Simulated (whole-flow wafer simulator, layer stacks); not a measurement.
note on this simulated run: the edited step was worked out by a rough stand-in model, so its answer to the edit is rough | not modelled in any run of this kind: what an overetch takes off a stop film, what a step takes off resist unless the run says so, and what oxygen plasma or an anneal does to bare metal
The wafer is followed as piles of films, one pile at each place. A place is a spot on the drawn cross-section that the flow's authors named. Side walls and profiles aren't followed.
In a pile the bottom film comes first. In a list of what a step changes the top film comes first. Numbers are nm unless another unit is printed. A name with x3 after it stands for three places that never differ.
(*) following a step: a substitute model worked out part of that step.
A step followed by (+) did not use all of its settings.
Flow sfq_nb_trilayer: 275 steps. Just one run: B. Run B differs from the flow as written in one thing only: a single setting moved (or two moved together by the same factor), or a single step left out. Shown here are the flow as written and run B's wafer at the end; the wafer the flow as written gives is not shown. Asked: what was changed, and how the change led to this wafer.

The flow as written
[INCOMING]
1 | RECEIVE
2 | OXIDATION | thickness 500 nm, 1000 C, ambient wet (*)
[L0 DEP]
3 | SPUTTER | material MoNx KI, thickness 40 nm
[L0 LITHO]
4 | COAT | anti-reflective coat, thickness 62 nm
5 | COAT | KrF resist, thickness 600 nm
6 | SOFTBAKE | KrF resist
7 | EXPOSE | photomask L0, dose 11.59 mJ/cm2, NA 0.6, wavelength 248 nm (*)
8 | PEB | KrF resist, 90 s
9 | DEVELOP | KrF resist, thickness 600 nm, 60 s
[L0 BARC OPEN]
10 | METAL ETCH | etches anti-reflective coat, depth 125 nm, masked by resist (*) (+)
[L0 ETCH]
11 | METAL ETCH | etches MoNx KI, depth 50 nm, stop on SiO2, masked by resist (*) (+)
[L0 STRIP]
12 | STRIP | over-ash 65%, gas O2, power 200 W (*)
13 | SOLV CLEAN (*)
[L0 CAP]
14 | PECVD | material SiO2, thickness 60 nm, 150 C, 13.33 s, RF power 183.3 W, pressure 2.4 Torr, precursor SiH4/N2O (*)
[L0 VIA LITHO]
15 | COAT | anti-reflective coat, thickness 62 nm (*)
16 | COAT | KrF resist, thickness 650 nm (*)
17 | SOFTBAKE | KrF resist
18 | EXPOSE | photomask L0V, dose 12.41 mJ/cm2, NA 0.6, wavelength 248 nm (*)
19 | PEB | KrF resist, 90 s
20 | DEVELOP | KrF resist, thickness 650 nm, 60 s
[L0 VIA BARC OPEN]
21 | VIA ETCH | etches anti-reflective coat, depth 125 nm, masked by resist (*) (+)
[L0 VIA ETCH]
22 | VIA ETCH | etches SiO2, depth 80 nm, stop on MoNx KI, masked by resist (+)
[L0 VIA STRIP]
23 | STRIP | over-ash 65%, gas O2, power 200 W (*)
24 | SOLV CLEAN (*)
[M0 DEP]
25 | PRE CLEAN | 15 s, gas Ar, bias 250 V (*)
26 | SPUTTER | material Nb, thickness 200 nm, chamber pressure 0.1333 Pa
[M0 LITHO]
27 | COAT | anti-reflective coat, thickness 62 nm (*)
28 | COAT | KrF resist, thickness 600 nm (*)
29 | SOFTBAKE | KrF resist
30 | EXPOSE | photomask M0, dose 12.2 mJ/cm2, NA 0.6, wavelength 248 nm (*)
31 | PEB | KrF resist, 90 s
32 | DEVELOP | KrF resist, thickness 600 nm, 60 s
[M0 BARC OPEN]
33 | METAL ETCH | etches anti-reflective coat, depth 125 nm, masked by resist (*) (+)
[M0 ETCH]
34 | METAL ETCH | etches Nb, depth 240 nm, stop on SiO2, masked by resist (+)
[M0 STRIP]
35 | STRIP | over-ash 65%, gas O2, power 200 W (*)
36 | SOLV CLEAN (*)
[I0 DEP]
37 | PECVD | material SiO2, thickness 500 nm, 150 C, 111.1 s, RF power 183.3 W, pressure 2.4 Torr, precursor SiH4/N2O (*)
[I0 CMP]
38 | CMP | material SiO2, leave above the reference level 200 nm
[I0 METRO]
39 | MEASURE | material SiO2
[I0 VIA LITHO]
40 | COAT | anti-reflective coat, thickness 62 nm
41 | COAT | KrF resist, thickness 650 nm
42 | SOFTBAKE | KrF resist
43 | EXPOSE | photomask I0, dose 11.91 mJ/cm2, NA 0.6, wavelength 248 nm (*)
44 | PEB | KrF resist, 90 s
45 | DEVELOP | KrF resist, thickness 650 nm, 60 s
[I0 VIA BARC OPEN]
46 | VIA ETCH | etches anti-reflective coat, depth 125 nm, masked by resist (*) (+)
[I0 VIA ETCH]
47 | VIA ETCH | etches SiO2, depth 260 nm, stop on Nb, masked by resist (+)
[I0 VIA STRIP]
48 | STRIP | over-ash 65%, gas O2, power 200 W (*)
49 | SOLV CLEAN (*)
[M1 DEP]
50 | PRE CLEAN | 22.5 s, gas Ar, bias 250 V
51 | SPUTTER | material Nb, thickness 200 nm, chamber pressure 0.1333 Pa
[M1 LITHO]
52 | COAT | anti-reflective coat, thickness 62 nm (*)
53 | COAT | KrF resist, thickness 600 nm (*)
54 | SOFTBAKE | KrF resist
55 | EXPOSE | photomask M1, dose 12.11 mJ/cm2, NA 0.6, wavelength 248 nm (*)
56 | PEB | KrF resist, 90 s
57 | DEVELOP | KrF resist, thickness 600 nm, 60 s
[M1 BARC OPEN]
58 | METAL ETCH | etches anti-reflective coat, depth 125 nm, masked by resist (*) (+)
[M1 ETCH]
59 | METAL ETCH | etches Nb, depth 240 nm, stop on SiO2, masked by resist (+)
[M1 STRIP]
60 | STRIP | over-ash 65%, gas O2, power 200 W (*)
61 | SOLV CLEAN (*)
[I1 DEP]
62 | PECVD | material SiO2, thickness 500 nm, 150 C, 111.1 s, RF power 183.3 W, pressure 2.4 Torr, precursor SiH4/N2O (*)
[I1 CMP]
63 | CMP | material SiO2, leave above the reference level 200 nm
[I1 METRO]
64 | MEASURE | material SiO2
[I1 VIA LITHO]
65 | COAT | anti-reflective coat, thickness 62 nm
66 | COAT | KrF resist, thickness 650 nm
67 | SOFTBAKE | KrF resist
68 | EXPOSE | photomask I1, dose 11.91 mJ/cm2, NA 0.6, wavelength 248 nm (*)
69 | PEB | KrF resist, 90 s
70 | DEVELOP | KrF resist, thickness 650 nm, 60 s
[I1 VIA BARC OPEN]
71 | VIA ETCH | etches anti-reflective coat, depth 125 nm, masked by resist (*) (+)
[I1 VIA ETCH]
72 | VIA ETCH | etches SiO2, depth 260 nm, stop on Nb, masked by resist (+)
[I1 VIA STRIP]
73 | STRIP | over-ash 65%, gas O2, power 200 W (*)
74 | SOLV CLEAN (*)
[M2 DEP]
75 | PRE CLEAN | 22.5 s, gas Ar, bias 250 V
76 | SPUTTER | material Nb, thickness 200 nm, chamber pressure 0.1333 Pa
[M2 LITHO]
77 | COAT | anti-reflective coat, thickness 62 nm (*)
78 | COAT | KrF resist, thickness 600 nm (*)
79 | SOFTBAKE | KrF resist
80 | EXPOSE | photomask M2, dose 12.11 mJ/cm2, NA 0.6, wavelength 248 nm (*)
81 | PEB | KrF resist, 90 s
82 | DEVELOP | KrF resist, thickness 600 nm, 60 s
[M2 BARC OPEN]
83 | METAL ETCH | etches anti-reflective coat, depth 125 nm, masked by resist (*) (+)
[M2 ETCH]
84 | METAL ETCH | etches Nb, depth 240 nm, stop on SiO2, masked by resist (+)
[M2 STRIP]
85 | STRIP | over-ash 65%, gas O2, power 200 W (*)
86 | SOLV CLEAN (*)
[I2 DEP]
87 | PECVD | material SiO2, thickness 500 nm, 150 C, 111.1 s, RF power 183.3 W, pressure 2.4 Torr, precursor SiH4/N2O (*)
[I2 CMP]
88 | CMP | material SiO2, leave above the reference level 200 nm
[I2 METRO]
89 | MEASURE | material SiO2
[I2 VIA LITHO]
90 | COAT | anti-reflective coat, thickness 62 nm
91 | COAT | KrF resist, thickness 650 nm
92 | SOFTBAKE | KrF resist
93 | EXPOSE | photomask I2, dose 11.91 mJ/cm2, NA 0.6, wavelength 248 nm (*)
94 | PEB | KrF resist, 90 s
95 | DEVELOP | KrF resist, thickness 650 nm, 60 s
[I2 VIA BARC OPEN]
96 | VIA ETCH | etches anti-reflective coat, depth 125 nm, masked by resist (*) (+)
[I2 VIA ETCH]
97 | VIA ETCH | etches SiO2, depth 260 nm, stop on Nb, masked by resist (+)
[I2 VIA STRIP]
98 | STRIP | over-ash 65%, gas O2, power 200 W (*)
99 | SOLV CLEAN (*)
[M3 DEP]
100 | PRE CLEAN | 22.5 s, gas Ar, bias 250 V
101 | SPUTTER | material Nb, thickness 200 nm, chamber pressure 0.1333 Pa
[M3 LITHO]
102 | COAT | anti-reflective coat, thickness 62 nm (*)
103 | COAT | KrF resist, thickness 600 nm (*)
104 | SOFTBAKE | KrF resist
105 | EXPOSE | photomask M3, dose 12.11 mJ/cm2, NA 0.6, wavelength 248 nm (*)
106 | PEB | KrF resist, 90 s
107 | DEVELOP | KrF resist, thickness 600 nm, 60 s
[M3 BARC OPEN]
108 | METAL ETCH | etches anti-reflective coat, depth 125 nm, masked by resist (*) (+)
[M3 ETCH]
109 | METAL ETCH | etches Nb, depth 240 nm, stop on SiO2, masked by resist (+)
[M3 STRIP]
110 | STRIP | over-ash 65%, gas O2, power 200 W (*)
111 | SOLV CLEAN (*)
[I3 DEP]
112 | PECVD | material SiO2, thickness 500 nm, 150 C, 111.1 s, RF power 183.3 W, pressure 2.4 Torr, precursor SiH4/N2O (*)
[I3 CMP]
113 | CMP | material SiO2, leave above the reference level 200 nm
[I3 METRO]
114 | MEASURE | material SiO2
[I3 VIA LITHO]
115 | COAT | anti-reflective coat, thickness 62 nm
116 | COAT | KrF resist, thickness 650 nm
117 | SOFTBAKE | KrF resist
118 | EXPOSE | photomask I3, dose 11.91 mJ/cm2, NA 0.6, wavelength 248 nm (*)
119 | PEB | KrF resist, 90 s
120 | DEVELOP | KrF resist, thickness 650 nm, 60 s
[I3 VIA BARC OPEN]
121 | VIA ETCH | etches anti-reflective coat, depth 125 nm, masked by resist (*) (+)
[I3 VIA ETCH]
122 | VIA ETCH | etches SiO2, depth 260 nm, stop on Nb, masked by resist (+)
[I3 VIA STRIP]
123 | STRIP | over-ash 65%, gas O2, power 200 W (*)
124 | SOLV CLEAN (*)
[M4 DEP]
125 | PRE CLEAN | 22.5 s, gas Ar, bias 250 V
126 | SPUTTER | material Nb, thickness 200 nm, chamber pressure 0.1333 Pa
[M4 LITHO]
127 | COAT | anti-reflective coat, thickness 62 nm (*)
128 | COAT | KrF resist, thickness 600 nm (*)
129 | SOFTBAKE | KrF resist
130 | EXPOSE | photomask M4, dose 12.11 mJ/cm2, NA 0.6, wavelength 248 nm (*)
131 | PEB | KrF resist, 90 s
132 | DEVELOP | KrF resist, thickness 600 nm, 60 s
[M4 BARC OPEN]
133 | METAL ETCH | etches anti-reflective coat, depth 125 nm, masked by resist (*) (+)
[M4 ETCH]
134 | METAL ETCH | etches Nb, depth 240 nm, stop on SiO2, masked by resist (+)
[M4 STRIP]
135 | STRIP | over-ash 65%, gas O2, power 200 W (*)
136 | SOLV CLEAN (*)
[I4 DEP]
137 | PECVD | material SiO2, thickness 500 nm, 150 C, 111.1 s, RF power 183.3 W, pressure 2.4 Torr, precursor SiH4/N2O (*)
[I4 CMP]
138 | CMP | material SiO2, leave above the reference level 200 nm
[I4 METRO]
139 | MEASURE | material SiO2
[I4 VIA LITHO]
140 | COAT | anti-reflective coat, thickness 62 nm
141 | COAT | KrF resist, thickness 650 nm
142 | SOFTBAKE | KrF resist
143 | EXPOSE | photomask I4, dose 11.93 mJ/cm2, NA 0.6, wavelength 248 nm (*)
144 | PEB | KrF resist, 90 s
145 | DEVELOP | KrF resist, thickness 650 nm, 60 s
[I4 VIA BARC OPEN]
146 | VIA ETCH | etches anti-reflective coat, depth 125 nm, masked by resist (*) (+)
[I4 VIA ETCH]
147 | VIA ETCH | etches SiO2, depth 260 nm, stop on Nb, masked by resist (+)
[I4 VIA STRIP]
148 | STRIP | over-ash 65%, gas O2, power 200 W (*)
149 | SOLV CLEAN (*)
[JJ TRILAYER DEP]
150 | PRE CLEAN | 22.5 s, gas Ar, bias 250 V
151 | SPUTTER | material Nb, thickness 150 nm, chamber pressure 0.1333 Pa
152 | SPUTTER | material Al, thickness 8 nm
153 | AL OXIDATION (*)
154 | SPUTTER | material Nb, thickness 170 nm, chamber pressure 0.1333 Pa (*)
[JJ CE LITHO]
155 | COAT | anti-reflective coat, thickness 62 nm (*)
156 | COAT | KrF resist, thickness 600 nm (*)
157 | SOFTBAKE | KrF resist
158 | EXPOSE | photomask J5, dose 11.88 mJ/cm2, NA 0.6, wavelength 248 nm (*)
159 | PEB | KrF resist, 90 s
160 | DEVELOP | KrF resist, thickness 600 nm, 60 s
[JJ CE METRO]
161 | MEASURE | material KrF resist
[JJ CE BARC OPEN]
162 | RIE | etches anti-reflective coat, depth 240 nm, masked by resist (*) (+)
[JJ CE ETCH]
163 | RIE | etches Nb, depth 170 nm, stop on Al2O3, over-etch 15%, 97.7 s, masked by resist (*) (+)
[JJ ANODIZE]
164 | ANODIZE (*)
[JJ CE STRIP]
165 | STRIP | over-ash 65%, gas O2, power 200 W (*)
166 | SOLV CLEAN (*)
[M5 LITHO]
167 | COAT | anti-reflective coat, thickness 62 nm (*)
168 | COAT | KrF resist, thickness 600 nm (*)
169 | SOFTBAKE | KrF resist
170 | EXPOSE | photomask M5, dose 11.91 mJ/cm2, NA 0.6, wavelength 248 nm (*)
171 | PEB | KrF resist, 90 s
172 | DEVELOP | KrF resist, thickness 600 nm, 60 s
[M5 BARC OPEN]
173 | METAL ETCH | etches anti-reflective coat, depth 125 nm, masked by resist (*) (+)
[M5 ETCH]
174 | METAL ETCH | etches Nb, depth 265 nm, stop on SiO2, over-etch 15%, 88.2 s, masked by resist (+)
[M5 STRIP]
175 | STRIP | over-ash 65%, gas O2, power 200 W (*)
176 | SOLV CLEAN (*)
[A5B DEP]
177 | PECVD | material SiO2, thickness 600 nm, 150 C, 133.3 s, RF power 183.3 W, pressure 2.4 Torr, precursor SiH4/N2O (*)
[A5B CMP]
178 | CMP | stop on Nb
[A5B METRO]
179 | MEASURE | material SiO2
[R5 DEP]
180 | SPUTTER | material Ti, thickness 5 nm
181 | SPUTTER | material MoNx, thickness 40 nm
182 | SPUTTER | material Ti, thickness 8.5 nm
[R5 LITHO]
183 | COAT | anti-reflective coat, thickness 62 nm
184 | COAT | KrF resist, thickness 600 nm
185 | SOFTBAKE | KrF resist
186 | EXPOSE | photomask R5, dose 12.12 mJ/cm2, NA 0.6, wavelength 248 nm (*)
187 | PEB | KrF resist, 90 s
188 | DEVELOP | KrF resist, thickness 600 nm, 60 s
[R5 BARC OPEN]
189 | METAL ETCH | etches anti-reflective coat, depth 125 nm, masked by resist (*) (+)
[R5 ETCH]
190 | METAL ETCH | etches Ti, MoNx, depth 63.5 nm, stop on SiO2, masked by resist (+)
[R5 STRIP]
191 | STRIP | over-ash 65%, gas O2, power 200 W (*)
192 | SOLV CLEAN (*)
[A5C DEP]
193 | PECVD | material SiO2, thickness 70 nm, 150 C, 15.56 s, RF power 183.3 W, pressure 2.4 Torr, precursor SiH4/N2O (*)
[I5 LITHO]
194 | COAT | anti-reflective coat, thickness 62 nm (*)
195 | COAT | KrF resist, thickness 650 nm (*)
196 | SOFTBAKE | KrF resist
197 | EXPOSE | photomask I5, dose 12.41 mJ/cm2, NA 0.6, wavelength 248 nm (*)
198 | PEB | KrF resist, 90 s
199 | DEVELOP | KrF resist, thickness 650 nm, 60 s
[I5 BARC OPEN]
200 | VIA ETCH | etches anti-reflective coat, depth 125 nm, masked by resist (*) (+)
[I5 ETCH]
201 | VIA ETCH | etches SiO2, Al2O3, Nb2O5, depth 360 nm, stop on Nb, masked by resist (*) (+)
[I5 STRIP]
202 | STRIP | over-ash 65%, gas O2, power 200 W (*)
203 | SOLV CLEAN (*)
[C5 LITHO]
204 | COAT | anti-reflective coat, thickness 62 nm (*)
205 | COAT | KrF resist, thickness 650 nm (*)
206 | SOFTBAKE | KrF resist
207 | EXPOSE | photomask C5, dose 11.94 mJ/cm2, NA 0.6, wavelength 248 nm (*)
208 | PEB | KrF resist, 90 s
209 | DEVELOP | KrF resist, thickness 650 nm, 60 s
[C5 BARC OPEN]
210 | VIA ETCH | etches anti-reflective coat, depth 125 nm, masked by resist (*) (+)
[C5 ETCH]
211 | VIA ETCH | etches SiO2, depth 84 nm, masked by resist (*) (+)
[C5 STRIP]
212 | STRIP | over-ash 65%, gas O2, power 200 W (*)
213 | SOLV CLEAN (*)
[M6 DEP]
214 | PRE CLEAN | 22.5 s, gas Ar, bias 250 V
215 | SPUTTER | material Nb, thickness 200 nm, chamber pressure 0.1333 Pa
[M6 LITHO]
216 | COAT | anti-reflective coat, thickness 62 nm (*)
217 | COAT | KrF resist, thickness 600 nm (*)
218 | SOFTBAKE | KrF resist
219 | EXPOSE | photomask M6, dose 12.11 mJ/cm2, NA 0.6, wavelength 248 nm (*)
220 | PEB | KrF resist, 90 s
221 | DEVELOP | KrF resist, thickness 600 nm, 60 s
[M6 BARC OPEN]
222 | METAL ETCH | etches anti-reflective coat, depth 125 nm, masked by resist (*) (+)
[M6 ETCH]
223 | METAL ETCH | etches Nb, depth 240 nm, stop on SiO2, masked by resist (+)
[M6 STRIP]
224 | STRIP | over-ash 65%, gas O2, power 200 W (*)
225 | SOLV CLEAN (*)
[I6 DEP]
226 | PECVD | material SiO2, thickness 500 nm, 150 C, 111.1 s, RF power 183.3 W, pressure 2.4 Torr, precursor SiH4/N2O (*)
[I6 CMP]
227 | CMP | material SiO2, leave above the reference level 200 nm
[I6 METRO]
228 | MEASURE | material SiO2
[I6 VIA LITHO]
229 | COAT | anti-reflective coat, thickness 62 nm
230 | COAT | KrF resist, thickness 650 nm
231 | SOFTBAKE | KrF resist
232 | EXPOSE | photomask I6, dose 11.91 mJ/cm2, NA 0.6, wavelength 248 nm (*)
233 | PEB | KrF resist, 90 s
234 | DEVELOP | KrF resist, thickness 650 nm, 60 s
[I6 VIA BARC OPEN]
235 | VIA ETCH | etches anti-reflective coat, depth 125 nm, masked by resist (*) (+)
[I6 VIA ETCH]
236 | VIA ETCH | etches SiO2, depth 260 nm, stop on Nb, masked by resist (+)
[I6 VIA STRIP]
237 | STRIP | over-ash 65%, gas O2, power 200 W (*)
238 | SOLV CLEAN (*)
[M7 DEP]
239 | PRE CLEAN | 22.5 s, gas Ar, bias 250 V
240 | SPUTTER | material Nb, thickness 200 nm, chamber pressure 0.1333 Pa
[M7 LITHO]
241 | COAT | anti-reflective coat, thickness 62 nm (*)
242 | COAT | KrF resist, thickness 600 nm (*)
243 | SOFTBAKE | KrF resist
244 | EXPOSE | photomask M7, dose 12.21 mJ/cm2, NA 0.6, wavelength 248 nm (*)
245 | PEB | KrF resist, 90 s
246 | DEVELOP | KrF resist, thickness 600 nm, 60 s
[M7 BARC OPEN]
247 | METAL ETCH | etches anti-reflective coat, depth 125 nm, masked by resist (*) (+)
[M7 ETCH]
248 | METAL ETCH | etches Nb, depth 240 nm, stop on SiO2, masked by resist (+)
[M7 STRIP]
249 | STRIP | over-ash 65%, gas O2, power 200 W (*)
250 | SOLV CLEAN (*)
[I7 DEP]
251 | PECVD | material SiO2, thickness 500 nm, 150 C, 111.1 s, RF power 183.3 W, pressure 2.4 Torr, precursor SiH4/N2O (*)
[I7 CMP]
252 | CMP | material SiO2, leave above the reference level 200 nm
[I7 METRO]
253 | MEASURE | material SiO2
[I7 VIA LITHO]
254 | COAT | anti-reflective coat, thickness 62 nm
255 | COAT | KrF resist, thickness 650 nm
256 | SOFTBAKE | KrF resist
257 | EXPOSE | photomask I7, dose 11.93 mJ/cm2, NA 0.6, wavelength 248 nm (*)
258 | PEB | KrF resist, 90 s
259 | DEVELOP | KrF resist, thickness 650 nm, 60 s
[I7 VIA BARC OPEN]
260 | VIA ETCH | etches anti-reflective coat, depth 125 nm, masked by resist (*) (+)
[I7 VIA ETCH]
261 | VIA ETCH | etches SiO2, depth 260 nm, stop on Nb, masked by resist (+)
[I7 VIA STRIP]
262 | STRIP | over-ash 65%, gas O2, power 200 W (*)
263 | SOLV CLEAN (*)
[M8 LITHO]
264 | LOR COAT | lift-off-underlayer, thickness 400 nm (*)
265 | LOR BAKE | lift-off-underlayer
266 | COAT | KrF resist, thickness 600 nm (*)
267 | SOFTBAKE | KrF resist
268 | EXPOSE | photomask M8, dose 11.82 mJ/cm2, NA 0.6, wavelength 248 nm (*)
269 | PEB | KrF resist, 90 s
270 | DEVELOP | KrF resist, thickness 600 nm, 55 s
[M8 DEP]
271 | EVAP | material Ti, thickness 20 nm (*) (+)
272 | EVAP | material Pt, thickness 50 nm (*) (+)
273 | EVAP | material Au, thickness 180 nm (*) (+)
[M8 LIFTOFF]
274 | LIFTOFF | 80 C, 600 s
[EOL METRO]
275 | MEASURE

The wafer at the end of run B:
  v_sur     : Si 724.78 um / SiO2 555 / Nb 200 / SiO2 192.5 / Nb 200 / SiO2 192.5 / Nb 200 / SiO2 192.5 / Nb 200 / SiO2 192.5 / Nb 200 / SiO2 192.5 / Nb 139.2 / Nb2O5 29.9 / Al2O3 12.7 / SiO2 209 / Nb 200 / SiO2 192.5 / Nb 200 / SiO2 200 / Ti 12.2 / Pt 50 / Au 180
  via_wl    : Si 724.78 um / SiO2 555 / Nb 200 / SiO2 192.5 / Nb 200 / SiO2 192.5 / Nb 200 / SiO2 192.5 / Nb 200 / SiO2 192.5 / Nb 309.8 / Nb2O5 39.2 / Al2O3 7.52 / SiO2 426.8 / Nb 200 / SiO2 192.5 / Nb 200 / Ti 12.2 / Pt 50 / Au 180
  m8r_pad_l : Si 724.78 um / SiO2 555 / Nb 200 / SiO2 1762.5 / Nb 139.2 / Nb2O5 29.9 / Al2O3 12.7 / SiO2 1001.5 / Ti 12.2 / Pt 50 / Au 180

The reason: step 271, EVAP: thickness 12.2 nm was run, while the flow as written has thickness 20 nm.
One can read it off the wafer: v_sur has Ti 12.2, and step 271 as written asks for 20 nm.

Step by step, how the change led to this:
  271 | EVAP | material Ti, thickness 20 nm (*) (+)
      field_l, v_sur, via_wl and 103 more: Ti gains 12.2 (new film) (it would be, as written: Ti gains 20 (new film))
  274 | LIFTOFF | 80 C, 600 s
      p4_fl, p4_fm, p4_w1 and 71 more: Au loses 180 (all of it), Pt loses 50 (all of it), Ti loses 12.2 (all of it), KrF resist loses 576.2 (all of it), lift-off-underlayer loses 400 (all of it) (it would be, as written: Au loses 180 (all of it), Pt loses 50 (all of it), Ti loses 20 (all of it), KrF resist loses 576.2 (all of it), lift-off-underlayer loses 400 (all of it))
      c5j, ce_r: Au loses 180 (all of it), Pt loses 50 (all of it), Ti loses 12.2 (all of it), KrF resist loses 573.3 (all of it), lift-off-underlayer loses 399.3 (all of it) (it would be, as written: Au loses 180 (all of it), Pt loses 50 (all of it), Ti loses 20 (all of it), KrF resist loses 573.3 (all of it), lift-off-underlayer loses 399.3 (all of it))
      (and at 19 other places as well)
